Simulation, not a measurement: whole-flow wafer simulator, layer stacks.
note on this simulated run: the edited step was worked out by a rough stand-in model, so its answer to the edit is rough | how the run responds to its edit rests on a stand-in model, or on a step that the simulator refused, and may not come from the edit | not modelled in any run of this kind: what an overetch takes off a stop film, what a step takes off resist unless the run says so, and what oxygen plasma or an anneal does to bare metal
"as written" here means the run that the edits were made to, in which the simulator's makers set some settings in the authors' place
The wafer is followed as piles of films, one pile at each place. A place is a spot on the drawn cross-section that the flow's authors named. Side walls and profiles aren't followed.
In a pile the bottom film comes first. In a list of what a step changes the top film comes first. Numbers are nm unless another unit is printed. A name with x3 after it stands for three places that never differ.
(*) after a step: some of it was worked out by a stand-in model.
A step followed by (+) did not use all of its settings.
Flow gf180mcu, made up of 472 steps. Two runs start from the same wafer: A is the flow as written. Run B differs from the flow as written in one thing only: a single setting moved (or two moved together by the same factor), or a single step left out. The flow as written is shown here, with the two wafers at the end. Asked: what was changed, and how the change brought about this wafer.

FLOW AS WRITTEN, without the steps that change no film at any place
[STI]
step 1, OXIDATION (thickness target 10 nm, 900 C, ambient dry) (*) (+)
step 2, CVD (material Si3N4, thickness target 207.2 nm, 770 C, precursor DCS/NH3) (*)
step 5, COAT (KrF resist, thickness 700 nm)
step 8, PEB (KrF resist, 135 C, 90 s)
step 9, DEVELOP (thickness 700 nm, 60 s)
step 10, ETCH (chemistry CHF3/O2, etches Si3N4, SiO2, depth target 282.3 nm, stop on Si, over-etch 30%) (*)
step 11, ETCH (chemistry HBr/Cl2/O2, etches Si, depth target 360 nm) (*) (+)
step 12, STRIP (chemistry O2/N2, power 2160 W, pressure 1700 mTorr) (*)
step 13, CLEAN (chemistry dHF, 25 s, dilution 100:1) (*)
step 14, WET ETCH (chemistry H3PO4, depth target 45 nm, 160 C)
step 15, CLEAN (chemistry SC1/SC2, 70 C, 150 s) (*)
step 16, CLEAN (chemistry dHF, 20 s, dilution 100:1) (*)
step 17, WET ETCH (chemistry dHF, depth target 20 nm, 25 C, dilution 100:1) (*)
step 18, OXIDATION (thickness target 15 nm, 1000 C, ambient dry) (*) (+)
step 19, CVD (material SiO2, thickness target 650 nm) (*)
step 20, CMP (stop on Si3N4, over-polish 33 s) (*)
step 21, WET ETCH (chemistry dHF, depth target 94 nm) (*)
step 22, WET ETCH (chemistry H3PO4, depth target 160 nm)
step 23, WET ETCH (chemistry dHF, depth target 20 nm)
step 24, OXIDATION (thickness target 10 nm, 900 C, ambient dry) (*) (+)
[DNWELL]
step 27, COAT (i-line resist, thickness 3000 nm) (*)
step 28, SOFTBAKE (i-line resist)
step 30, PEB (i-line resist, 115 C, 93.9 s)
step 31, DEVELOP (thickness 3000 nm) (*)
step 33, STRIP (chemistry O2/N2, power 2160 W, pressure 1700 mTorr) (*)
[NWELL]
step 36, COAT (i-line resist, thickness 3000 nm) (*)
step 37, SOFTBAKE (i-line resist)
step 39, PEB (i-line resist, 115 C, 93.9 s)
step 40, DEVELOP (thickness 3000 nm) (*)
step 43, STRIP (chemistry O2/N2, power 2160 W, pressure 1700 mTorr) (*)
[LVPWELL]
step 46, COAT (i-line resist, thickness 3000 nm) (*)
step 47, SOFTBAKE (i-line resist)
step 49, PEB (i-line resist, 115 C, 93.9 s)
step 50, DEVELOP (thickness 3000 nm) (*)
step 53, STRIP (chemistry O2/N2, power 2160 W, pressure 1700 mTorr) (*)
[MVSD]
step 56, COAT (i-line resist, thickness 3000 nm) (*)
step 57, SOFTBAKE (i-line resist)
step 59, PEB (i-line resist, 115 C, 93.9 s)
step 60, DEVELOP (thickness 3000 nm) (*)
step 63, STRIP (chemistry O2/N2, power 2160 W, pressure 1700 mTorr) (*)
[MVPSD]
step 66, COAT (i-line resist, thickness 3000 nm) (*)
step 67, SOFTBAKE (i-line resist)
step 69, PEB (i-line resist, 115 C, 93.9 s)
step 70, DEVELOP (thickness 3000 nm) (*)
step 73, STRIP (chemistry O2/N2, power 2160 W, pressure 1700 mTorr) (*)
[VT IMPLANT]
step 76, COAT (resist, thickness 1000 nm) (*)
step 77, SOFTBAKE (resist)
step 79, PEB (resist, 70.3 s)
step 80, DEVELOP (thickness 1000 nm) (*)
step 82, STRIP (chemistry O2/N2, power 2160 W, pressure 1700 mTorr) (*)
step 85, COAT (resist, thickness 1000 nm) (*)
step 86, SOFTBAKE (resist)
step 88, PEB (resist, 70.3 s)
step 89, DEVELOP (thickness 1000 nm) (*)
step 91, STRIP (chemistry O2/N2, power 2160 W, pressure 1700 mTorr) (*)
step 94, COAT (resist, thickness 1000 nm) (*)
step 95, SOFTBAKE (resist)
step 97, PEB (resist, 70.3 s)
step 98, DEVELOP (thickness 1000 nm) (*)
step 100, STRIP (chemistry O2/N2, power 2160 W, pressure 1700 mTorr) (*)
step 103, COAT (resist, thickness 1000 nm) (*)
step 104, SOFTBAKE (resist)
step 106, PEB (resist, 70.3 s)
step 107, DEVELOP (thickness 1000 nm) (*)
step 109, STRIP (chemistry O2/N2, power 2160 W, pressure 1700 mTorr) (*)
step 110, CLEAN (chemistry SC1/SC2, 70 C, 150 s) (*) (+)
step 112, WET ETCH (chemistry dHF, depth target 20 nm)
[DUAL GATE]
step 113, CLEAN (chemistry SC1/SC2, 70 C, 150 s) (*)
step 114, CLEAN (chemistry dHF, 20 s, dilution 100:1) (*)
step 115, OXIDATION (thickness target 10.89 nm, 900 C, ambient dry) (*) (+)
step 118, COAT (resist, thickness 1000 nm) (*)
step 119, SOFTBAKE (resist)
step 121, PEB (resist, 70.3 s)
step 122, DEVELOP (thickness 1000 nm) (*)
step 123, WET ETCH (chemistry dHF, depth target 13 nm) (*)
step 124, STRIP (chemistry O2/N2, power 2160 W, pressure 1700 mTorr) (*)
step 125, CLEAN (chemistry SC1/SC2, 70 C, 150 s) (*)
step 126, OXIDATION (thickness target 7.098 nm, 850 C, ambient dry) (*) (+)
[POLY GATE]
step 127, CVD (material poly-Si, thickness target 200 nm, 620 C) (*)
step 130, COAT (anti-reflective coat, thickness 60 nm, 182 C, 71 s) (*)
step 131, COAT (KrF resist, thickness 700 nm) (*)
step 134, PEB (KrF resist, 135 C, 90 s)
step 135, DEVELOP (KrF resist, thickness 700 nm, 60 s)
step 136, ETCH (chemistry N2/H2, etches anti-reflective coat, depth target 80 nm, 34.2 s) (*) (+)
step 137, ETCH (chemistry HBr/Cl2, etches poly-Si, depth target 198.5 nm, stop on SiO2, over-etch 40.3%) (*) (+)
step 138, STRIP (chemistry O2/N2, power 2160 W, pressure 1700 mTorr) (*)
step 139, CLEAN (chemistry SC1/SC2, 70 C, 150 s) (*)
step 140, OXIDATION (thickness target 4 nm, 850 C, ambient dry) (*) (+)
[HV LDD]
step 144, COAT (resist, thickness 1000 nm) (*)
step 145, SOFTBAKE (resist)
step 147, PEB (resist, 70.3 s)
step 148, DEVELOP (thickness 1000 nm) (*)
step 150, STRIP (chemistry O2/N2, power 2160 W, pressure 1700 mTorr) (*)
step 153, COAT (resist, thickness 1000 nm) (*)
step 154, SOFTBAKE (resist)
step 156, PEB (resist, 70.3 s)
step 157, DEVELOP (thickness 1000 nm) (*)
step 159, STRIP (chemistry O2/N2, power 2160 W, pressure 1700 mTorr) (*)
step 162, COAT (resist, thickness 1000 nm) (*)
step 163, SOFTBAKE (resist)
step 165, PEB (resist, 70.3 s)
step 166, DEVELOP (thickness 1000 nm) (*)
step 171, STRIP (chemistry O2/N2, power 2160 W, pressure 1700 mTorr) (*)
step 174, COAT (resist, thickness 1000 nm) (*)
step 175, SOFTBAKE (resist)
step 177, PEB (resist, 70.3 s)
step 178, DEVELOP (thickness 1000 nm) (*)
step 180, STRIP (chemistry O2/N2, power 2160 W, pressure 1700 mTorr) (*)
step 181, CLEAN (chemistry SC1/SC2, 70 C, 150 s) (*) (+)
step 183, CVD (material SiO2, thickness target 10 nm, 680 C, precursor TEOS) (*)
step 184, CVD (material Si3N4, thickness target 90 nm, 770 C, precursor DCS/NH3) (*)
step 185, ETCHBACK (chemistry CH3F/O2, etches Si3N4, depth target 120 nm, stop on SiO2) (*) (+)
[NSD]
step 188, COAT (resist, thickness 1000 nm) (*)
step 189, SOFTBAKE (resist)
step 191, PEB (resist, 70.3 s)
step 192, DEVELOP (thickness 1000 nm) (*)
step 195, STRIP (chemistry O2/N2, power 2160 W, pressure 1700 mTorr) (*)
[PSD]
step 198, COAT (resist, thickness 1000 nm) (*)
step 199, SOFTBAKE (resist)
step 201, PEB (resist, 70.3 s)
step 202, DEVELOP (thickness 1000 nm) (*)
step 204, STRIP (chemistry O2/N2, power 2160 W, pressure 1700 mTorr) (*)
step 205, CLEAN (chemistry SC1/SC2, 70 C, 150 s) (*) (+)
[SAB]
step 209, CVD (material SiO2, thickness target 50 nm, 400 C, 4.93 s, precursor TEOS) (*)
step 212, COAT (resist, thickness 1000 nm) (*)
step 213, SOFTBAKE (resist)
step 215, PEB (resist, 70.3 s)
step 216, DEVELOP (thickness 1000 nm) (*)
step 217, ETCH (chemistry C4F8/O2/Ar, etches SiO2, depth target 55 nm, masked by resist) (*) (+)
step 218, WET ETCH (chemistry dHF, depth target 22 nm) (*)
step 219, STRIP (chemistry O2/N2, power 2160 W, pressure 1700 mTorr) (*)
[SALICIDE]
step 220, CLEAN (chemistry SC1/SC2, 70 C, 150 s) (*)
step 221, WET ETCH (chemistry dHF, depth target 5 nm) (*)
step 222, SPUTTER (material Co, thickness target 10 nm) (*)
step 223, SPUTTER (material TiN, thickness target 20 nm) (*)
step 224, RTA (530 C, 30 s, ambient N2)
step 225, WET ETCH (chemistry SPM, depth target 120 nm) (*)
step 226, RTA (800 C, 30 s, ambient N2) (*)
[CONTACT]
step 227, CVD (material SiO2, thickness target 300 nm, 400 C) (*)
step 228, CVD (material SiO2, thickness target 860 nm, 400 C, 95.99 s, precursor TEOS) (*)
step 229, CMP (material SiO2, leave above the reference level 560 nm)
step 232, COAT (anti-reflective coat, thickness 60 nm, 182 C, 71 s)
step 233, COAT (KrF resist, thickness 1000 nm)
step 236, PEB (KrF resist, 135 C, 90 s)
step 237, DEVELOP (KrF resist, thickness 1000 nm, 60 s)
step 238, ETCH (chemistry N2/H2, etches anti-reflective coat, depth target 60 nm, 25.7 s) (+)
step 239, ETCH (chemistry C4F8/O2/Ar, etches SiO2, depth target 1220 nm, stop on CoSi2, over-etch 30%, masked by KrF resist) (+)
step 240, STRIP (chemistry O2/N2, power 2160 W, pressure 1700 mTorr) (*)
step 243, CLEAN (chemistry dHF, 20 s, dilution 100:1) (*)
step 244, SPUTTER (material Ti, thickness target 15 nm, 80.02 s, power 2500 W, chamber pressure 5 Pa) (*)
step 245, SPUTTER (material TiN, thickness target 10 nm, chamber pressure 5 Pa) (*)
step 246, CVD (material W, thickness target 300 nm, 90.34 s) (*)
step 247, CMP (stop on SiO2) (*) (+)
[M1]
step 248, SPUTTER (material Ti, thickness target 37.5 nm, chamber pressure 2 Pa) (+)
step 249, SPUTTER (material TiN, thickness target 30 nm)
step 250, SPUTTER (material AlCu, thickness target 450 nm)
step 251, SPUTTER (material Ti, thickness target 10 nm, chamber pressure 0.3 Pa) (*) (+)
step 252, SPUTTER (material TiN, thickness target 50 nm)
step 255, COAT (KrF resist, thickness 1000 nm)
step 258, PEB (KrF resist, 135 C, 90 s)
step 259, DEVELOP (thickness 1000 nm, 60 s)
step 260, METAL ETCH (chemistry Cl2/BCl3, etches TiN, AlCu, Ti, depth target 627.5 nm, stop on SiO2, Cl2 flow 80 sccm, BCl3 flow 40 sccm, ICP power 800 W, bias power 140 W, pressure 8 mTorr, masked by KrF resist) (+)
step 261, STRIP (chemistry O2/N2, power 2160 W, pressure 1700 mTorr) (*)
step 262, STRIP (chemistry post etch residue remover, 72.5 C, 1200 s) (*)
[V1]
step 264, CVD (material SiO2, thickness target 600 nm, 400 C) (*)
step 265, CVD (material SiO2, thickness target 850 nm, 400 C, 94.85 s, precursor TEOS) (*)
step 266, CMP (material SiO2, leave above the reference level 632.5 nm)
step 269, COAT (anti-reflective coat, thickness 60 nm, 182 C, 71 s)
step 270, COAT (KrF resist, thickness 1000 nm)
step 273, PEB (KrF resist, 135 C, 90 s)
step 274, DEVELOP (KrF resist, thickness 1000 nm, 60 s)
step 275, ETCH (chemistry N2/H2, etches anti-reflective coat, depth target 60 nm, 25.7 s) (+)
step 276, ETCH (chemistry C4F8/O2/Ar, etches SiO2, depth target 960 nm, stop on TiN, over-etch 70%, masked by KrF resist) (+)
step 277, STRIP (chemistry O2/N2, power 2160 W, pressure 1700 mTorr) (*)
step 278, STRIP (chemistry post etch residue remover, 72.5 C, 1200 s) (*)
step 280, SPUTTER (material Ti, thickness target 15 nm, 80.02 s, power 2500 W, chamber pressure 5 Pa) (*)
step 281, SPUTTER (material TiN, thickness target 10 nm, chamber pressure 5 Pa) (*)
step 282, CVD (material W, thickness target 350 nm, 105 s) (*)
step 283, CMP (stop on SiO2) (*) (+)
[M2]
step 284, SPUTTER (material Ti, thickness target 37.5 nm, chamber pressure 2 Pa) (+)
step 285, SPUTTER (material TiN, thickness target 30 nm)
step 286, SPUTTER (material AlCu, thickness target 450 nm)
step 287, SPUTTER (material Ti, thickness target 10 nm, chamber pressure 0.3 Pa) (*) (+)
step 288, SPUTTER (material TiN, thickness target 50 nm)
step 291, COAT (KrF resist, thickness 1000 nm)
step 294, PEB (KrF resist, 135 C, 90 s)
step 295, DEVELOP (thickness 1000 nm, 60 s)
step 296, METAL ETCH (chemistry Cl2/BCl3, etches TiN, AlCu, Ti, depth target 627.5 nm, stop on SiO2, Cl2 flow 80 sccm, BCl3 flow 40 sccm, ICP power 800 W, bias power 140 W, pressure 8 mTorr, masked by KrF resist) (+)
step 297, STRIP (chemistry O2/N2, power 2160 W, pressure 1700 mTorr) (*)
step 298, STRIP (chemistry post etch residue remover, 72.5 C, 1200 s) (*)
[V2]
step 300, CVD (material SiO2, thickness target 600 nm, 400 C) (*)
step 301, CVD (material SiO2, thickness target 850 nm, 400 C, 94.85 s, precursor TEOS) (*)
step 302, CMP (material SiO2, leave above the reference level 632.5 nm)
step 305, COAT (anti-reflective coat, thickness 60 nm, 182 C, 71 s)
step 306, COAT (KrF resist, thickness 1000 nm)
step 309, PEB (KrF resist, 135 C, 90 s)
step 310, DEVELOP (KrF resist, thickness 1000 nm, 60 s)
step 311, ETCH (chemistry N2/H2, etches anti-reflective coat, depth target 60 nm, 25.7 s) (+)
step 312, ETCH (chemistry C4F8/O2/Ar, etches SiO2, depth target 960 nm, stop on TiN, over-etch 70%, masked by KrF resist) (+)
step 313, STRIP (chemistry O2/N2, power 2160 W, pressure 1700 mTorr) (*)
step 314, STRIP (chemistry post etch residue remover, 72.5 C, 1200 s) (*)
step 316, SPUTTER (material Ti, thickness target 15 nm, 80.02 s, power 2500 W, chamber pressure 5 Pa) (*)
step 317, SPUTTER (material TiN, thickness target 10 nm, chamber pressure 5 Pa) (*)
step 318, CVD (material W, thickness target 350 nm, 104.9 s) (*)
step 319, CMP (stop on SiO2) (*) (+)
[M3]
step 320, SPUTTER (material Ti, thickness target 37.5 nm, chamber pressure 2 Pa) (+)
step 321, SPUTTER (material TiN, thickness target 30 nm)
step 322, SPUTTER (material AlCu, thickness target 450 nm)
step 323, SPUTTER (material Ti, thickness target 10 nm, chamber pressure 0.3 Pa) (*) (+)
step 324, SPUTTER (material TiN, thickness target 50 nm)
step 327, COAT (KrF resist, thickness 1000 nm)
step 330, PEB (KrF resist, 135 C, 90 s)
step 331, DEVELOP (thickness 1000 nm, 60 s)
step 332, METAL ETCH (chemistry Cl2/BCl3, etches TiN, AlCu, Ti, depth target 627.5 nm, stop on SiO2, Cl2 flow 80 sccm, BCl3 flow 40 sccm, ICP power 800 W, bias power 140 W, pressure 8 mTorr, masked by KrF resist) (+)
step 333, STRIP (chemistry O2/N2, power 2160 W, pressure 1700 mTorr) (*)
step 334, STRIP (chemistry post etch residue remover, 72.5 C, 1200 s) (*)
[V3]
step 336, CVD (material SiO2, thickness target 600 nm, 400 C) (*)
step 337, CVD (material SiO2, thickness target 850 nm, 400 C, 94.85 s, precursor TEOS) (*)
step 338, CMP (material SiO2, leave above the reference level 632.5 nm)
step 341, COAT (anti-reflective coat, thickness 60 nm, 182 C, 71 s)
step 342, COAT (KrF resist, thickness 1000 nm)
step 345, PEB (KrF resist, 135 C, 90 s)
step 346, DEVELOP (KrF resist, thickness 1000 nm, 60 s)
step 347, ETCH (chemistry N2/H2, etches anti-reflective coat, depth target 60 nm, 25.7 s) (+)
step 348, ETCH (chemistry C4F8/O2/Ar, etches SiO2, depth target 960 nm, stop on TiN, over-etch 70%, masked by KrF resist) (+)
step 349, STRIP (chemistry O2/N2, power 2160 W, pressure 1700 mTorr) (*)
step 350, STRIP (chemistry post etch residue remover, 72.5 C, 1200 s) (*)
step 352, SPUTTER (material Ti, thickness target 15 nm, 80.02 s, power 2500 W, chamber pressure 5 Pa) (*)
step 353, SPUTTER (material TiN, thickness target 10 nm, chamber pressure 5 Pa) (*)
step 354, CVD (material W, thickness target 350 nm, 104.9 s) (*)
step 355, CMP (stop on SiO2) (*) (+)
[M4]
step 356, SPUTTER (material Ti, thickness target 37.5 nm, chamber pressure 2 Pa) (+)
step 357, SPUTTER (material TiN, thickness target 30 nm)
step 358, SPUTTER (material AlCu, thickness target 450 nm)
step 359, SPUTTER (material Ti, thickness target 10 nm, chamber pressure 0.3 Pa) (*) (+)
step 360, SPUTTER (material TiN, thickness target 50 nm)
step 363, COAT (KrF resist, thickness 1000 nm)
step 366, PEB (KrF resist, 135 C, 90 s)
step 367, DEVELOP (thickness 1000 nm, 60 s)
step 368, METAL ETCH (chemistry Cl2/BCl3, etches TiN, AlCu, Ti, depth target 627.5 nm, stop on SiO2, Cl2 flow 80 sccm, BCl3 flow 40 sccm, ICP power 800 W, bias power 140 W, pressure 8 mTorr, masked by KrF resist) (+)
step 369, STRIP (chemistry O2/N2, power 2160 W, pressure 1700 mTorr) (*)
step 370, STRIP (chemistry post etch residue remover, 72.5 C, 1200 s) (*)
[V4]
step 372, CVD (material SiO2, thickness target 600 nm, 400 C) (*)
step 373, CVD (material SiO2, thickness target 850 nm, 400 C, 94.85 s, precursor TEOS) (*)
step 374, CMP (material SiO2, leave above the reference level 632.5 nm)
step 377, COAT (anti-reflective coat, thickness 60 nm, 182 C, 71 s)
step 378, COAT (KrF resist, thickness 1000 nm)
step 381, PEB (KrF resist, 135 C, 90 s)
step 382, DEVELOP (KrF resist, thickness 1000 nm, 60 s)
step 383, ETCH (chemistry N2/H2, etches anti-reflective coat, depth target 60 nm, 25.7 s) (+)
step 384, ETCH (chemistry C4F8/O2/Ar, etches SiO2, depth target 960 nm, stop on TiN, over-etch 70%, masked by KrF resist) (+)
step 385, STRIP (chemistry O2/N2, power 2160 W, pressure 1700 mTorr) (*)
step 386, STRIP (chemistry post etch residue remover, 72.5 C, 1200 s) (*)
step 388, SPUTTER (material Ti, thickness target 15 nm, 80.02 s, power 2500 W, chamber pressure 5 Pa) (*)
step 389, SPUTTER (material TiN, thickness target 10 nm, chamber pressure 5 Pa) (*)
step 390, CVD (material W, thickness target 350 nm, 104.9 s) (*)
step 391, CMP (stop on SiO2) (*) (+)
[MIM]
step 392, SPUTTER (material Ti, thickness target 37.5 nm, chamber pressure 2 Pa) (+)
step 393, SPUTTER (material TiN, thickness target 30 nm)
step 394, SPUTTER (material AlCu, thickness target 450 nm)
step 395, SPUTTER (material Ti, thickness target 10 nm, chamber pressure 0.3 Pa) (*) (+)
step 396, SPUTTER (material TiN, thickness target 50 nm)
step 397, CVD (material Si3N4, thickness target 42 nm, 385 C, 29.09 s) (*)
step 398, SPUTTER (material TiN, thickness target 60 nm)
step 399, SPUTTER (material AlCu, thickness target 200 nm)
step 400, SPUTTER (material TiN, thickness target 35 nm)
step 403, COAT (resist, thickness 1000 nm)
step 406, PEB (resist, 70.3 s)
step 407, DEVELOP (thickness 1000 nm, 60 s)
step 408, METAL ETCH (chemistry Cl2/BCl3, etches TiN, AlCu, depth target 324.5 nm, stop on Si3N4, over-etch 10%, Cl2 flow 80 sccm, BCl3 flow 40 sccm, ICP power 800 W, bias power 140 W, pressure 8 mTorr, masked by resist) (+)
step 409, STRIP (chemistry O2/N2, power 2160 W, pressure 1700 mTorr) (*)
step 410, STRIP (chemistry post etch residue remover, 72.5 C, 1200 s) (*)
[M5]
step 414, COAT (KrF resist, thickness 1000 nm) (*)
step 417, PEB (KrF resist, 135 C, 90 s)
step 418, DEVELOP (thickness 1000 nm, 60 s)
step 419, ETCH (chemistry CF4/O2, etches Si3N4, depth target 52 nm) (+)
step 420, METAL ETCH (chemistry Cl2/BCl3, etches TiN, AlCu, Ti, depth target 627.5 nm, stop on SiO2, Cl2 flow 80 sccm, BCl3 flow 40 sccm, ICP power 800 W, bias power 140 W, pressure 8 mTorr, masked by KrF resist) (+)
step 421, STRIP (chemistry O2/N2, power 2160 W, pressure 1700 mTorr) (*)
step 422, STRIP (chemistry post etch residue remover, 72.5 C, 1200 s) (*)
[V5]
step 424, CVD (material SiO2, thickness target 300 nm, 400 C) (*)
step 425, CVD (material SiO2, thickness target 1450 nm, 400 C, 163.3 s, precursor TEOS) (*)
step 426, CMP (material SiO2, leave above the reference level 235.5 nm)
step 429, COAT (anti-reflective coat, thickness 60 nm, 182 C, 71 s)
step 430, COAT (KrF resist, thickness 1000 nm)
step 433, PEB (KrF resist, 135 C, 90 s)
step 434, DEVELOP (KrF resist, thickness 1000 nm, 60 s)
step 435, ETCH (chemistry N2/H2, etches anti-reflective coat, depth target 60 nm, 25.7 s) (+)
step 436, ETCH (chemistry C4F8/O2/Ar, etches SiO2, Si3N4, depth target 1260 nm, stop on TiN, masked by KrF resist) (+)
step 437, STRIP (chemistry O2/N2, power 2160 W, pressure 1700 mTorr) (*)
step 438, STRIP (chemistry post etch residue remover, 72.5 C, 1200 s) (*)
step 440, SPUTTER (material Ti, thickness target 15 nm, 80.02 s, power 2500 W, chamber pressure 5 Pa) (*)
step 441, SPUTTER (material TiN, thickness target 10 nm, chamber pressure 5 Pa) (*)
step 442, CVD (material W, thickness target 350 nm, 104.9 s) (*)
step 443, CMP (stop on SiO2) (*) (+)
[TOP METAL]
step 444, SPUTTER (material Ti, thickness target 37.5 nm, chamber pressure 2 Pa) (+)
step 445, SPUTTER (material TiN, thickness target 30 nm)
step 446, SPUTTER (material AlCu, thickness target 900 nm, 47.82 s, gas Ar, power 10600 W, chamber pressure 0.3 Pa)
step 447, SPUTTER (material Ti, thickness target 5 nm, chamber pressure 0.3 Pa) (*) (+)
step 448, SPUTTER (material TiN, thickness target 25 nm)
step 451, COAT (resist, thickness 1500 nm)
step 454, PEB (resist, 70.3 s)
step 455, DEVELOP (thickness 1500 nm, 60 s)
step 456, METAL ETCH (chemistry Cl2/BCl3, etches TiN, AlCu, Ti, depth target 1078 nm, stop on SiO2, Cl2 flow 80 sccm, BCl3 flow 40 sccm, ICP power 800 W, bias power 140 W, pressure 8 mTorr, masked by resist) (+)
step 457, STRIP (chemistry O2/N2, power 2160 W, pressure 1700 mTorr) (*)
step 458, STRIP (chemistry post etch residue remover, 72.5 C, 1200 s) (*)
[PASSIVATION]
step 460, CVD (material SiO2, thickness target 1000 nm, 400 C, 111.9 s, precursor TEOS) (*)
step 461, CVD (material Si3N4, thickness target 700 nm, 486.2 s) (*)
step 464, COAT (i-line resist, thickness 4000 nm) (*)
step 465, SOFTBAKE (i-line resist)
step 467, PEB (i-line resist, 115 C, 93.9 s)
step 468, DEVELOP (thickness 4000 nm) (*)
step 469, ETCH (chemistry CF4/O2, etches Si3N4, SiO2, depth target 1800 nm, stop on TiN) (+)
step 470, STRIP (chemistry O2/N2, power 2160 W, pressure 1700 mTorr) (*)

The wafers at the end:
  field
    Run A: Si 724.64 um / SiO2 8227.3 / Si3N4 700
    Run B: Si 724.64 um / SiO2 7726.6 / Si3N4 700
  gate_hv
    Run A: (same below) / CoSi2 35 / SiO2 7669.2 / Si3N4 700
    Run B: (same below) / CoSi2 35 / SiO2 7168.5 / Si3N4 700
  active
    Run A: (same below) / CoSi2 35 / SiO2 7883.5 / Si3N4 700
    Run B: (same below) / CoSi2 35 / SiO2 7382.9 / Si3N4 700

The reason: step 460, CVD: thickness target 490 nm was run, while the flow as written has thickness target 1000 nm; step 460, CVD: 54.85 s was run, where the flow has 111.9 s.

The path from the change to this, step by step:
  step 460, CVD (material SiO2, thickness target 1000 nm, 400 C, 111.9 s, precursor TEOS) (*)
      field, field__w1, field__w2 and 103 more: A SiO2 gains 1000 | B SiO2 gains 499.3
      field__w8, contact, m1, m1__w1, pad, m1_nw: A SiO2 gains 1000 (new film) | B SiO2 gains 499.3 (new film)
  step 465, SOFTBAKE (i-line resist)
      gate: A i-line resist gains 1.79 | B i-line resist loses 0.41
      ld_acc_p, ld_fp_p, ld_drift_p: A i-line resist gains 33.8 | B i-line resist gains 26.7
      (and at 57 other places as well)
  step 469, ETCH (chemistry CF4/O2, etches Si3N4, SiO2, depth target 1800 nm, stop on TiN) (+)
      pad: A Si3N4 loses 700 (all of it), SiO2 loses 1000 (all of it) | B Si3N4 loses 700 (all of it), SiO2 loses 499.3 (all of it)
